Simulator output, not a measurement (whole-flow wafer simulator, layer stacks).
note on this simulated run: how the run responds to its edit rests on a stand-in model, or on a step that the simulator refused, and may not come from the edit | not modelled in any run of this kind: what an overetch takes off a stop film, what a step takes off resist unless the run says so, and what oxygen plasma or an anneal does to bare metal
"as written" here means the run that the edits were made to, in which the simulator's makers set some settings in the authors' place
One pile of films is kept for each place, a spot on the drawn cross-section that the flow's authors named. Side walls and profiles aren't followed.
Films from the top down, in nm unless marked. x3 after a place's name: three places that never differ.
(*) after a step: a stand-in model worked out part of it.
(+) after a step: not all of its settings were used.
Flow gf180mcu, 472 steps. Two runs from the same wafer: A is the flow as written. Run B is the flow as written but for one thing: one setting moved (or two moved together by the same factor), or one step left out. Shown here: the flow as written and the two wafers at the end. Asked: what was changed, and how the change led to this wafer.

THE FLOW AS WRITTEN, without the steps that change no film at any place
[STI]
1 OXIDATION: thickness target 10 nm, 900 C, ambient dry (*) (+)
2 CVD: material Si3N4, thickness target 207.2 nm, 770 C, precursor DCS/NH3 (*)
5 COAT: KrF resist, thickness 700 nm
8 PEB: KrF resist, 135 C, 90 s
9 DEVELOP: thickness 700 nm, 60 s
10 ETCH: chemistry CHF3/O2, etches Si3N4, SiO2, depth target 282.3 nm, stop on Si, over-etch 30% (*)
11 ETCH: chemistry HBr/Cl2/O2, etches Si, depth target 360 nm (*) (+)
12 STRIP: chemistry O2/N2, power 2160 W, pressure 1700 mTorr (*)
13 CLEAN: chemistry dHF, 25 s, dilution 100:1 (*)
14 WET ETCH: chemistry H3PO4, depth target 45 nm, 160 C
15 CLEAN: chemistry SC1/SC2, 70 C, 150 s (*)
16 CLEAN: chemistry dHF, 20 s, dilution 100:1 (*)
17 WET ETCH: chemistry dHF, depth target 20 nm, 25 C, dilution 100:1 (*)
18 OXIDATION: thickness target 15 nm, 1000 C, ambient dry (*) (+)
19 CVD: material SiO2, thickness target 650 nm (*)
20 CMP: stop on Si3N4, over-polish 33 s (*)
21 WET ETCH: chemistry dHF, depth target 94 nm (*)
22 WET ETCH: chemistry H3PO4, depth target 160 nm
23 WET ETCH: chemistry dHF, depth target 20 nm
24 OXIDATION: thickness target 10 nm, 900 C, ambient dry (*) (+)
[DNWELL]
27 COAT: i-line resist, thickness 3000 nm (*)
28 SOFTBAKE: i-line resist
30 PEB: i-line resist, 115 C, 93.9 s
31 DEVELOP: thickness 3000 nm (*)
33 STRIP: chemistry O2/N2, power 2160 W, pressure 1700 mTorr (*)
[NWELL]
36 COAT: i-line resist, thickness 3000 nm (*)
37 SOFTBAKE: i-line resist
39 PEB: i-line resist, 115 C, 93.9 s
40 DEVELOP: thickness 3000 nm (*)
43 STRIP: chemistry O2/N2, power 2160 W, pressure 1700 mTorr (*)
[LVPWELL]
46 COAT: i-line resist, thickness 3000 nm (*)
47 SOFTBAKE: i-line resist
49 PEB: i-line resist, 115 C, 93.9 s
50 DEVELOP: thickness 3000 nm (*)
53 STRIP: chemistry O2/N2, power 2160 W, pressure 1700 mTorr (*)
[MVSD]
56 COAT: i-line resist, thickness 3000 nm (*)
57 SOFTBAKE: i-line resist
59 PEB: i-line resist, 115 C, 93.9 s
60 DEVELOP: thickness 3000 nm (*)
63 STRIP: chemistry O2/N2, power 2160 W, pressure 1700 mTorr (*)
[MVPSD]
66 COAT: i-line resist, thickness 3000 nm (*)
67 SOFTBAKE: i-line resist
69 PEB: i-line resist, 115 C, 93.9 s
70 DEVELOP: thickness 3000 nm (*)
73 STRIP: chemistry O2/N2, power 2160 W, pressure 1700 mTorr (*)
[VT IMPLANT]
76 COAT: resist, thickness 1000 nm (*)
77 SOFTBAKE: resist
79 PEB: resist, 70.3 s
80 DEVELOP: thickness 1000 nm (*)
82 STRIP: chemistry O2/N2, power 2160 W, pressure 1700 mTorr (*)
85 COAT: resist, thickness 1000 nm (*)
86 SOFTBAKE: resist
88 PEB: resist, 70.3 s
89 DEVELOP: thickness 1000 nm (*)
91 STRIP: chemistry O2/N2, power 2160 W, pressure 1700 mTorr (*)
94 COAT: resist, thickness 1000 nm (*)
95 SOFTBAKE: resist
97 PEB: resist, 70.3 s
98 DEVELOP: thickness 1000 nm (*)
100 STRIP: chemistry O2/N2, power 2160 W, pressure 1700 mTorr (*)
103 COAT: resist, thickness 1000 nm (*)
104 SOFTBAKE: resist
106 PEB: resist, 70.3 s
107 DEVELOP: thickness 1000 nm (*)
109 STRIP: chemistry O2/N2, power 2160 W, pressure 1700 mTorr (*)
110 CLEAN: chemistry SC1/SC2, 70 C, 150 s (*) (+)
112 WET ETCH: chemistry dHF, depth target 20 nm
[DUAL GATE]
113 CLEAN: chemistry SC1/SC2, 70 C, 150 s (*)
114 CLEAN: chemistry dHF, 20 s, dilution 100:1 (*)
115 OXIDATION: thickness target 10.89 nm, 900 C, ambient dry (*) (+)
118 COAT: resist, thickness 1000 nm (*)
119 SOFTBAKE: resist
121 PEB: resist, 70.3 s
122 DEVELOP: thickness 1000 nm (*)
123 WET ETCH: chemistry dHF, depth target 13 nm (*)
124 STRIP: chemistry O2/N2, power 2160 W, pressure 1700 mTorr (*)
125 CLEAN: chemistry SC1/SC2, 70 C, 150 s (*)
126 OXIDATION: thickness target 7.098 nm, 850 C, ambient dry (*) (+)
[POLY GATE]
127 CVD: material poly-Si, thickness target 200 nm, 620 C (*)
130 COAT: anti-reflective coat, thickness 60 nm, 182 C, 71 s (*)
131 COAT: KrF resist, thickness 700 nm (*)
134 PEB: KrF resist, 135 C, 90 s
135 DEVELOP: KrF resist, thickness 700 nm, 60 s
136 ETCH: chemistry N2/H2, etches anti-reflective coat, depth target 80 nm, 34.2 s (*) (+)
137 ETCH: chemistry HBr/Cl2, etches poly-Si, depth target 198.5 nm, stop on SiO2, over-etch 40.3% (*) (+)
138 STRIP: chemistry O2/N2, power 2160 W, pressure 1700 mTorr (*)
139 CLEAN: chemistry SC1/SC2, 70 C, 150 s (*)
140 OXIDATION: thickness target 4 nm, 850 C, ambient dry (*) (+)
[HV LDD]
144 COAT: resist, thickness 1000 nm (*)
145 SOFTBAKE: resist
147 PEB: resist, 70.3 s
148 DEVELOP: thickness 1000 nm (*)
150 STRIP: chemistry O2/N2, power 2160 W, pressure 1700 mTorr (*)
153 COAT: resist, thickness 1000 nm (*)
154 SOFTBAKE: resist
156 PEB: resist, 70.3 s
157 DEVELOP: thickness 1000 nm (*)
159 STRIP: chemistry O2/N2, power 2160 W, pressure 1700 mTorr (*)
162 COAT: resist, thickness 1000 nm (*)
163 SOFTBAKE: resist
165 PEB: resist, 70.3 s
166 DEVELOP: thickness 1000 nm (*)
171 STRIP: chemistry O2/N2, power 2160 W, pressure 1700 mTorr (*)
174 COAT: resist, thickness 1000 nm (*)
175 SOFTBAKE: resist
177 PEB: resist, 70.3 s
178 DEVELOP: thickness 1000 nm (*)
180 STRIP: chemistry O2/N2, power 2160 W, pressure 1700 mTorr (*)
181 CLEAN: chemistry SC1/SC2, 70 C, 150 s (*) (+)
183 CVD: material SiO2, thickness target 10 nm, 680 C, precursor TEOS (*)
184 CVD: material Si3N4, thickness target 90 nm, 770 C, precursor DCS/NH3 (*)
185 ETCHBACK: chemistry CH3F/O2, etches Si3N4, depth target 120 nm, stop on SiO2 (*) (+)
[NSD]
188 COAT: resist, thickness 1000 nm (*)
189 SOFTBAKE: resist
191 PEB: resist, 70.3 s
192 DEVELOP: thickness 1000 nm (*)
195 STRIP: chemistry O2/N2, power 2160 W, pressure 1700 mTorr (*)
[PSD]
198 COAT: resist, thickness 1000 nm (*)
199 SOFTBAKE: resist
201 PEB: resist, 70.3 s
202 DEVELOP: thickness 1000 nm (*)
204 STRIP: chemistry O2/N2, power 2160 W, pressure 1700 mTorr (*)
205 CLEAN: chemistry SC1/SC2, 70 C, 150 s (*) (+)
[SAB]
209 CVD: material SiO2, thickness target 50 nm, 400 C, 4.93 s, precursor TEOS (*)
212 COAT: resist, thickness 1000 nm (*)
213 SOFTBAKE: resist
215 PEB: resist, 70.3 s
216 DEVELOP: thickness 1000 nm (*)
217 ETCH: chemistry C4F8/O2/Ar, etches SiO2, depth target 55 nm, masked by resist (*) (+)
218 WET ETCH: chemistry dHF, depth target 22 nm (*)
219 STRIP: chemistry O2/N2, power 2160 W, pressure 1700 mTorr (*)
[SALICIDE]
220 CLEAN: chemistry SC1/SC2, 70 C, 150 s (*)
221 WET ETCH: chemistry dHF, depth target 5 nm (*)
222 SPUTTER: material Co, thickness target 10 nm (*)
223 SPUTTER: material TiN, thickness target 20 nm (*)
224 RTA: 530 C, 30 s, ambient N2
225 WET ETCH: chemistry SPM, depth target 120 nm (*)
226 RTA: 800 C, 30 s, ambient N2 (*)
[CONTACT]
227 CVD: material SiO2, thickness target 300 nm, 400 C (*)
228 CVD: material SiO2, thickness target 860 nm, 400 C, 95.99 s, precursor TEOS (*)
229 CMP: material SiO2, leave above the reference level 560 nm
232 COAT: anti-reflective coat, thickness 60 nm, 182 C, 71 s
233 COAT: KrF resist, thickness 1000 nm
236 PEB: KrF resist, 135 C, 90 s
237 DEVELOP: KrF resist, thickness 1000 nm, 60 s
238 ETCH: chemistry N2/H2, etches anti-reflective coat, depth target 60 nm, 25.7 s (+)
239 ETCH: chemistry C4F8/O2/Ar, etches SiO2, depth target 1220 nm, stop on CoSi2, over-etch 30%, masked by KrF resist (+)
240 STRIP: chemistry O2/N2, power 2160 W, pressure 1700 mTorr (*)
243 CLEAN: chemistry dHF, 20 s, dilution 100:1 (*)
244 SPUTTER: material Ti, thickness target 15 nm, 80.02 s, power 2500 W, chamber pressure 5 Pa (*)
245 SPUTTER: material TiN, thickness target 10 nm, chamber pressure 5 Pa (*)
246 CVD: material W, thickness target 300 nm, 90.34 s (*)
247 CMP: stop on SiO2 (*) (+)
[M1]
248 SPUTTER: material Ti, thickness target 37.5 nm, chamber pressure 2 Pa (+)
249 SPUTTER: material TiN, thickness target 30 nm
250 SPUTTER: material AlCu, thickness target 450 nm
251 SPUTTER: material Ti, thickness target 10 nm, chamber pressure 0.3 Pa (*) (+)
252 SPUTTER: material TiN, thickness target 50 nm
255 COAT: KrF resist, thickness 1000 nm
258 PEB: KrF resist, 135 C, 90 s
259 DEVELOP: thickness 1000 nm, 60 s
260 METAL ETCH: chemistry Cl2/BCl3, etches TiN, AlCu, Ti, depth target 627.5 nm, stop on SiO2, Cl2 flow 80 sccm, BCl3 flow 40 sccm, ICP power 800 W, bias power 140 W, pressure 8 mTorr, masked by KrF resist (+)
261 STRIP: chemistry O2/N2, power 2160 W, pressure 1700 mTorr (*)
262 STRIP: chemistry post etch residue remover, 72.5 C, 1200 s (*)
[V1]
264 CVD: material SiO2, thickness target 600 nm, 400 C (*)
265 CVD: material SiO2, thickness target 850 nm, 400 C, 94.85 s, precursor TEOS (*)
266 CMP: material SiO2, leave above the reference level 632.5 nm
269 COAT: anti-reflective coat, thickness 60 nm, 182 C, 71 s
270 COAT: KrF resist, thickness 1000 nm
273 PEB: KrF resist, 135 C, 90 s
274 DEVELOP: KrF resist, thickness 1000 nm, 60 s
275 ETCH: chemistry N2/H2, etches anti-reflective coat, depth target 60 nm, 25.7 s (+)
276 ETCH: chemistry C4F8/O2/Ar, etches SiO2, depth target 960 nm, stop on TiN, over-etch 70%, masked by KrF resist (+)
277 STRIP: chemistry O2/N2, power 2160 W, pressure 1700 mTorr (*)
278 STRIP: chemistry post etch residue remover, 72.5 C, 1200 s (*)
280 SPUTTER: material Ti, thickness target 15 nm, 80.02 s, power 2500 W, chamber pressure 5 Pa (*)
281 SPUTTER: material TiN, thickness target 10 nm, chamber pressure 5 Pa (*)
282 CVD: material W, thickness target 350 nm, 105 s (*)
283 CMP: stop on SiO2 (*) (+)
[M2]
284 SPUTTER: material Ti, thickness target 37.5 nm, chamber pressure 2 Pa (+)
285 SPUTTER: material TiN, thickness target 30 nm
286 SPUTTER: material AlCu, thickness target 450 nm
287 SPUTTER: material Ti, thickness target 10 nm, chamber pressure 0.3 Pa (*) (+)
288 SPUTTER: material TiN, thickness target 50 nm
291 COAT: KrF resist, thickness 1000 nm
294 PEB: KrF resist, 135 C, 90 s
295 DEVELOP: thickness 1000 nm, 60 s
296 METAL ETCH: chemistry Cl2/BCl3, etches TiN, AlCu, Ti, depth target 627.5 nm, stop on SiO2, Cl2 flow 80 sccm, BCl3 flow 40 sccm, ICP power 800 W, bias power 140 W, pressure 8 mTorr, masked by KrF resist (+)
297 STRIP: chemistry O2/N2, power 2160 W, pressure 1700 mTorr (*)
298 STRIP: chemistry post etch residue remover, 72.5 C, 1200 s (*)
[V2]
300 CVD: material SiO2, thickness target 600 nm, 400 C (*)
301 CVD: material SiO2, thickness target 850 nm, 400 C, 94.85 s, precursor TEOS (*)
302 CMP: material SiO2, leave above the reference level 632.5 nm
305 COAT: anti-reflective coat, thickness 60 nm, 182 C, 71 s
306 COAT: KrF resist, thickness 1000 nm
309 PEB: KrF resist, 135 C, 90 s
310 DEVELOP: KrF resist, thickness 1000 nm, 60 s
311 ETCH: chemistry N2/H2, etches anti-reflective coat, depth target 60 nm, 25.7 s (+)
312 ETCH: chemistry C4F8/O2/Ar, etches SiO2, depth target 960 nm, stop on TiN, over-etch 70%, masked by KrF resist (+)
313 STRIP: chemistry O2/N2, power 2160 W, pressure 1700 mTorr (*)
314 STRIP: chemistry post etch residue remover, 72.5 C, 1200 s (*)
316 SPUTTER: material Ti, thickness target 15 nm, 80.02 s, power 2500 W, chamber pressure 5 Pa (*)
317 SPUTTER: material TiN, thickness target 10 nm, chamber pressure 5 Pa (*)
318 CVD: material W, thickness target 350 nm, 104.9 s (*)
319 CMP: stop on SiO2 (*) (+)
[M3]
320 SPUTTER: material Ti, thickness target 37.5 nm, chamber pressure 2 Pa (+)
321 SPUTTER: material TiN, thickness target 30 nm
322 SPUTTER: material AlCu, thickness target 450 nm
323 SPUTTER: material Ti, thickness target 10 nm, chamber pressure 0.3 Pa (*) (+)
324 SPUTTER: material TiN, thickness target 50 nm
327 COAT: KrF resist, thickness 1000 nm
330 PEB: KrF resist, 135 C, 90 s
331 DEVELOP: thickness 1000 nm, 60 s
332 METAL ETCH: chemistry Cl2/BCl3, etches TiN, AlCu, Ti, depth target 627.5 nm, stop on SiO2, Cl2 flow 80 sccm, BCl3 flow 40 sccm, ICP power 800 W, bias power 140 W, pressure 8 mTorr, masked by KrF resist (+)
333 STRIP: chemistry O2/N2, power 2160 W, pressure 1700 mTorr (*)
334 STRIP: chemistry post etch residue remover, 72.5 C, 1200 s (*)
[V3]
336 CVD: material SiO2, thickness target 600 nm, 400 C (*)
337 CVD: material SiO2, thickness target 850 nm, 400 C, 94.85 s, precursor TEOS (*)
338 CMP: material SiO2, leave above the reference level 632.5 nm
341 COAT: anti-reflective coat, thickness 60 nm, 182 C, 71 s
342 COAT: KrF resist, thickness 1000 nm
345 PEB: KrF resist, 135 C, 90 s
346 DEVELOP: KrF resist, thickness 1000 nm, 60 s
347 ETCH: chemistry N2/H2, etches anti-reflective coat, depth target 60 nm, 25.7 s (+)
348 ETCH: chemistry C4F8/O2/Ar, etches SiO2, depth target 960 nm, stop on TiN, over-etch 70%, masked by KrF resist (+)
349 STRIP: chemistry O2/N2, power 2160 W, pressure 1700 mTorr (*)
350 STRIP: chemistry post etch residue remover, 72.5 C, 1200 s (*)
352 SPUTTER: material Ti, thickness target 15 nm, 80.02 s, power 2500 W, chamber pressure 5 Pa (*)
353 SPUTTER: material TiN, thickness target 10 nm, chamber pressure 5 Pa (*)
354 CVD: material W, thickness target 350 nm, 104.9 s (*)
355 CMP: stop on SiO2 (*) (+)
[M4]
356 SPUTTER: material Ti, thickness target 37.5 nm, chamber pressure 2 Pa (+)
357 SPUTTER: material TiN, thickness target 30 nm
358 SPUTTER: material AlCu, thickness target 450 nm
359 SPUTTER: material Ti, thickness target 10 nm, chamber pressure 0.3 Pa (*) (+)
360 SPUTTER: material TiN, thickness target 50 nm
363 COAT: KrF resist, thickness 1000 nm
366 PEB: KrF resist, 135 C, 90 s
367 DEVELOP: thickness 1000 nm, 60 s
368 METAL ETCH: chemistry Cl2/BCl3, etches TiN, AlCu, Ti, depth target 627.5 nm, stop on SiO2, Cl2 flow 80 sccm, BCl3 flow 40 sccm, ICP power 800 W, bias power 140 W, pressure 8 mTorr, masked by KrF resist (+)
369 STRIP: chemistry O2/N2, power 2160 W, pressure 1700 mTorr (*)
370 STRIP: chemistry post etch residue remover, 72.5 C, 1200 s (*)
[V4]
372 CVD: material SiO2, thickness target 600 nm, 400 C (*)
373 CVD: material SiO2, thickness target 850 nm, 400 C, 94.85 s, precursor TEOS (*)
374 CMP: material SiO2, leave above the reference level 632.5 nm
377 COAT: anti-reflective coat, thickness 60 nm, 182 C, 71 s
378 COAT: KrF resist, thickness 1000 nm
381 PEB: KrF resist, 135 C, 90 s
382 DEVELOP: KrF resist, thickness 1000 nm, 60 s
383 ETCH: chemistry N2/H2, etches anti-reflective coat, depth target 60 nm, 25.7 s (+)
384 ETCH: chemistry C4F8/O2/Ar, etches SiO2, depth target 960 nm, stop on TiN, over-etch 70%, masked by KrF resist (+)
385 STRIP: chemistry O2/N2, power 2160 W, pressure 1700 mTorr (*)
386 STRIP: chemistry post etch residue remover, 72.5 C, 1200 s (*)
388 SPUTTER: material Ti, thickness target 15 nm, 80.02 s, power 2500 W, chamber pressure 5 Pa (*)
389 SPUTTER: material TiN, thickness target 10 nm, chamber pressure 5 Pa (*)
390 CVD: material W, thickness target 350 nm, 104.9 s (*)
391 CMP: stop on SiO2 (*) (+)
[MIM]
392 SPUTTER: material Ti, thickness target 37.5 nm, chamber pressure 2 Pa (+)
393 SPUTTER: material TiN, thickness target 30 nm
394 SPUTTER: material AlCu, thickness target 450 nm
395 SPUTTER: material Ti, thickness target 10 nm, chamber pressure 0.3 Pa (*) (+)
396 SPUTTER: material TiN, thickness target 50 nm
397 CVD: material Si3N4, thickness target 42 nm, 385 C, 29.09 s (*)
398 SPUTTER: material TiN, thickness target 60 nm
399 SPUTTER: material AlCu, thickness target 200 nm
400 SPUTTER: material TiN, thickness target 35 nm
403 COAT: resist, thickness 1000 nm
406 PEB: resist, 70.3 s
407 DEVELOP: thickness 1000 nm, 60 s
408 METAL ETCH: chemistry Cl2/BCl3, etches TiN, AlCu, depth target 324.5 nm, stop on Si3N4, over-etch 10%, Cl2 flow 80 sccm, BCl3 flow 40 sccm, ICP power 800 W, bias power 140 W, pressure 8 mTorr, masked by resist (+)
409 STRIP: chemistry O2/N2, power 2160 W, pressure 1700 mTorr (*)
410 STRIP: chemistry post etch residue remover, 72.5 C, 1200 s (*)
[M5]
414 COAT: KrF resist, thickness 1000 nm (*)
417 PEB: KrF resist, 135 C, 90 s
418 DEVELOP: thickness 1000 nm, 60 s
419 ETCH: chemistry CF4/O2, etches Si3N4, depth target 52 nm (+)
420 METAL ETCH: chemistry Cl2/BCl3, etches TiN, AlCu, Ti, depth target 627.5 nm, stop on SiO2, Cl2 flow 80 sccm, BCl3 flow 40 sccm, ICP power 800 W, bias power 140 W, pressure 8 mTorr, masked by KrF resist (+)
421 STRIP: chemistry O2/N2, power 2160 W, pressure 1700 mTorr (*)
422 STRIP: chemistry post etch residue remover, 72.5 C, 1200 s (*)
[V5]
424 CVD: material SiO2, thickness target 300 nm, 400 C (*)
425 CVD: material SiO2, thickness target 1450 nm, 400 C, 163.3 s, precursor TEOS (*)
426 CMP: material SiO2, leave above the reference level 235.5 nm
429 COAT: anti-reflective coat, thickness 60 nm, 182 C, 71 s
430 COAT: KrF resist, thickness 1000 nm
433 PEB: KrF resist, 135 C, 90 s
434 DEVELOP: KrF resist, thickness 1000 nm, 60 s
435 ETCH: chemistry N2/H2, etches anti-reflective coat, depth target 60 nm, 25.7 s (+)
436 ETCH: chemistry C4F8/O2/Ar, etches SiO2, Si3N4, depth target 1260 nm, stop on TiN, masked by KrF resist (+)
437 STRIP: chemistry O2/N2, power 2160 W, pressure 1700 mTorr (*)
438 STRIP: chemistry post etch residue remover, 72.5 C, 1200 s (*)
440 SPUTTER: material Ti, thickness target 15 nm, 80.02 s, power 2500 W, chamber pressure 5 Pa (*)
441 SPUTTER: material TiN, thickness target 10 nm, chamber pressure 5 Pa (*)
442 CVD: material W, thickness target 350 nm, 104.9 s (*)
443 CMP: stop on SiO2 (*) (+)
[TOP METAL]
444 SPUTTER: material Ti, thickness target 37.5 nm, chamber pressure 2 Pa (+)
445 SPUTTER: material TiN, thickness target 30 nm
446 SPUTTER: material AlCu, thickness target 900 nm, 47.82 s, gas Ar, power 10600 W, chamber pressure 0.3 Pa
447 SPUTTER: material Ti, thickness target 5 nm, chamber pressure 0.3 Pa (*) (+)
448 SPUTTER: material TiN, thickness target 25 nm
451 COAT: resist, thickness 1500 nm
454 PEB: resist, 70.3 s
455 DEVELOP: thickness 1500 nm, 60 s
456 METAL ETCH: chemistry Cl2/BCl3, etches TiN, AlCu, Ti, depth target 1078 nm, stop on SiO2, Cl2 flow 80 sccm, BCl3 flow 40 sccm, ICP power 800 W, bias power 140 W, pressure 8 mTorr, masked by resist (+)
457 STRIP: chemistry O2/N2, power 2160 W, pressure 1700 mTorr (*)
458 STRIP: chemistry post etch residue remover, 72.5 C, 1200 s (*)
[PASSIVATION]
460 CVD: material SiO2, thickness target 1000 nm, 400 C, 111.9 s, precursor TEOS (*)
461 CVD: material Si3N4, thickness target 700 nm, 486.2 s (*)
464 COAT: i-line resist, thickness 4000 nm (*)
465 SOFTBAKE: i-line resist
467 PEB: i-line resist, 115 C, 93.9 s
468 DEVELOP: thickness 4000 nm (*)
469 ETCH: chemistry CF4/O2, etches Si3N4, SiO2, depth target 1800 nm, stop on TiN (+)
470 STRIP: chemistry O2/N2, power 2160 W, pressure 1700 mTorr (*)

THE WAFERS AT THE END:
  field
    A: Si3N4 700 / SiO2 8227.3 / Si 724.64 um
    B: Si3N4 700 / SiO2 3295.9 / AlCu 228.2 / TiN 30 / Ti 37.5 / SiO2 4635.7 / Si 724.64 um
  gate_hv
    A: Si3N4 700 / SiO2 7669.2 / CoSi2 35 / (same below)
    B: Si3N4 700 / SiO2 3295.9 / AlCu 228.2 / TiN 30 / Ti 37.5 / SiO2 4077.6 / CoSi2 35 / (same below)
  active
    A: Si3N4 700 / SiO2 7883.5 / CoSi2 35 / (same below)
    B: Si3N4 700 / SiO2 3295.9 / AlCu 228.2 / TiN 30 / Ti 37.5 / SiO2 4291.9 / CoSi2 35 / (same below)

The cause: step 368, METAL ETCH: depth target 276.1 nm was run, where the flow has depth target 627.5 nm.

How the change led to this, step by step:
  368 METAL ETCH: chemistry Cl2/BCl3, etches TiN, AlCu, Ti, depth target 627.5 nm, stop on SiO2, Cl2 flow 80 sccm, BCl3 flow 40 sccm, ICP power 800 W, bias power 140 W, pressure 8 mTorr, masked by KrF resist (+)
      field, field__w1, field__w2 and 103 more: A TiN -50 (all of it), Ti -10 (all of it), AlCu -450 (all of it), TiN -30 (all of it), Ti -37.5 (all of it) | B TiN -50 (all of it), Ti -10 (all of it), AlCu -216.1
      field__w8, contact, m1, m1__w1, m1_nw: A KrF resist -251 | B KrF resist -110.4
  369 STRIP: chemistry O2/N2, power 2160 W, pressure 1700 mTorr (*)
      field__w8, contact, m1, m1__w1, m1_nw: A KrF resist -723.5 (all of it) | B KrF resist -864.1 (all of it)
  370 STRIP: chemistry post etch residue remover, 72.5 C, 1200 s (*)
      field, field__w1, field__w2 and 103 more: A nothing | B AlCu -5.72
  372 CVD: material SiO2, thickness target 600 nm, 400 C (*)
      field, field__w1, field__w2 and 103 more: A SiO2 +600 | B SiO2 +600 (new film)
  374 CMP: material SiO2, leave above the reference level 632.5 nm
      field, field__w1, field__w2 and 103 more: A SiO2 -300 | B SiO2 -595.7
Counting metal films that touch as one body, field has 1 body; the flow as written gives 0 bodies.
Counting metal films that touch as one body, gate_hv has 2 bodies (between them, from the top down: SiO2 4077.6); the flow as written gives 1 body.
Counting metal films that touch as one body, active has 2 bodies (between them, from the top down: SiO2 4291.9); the flow as written gives 1 body.
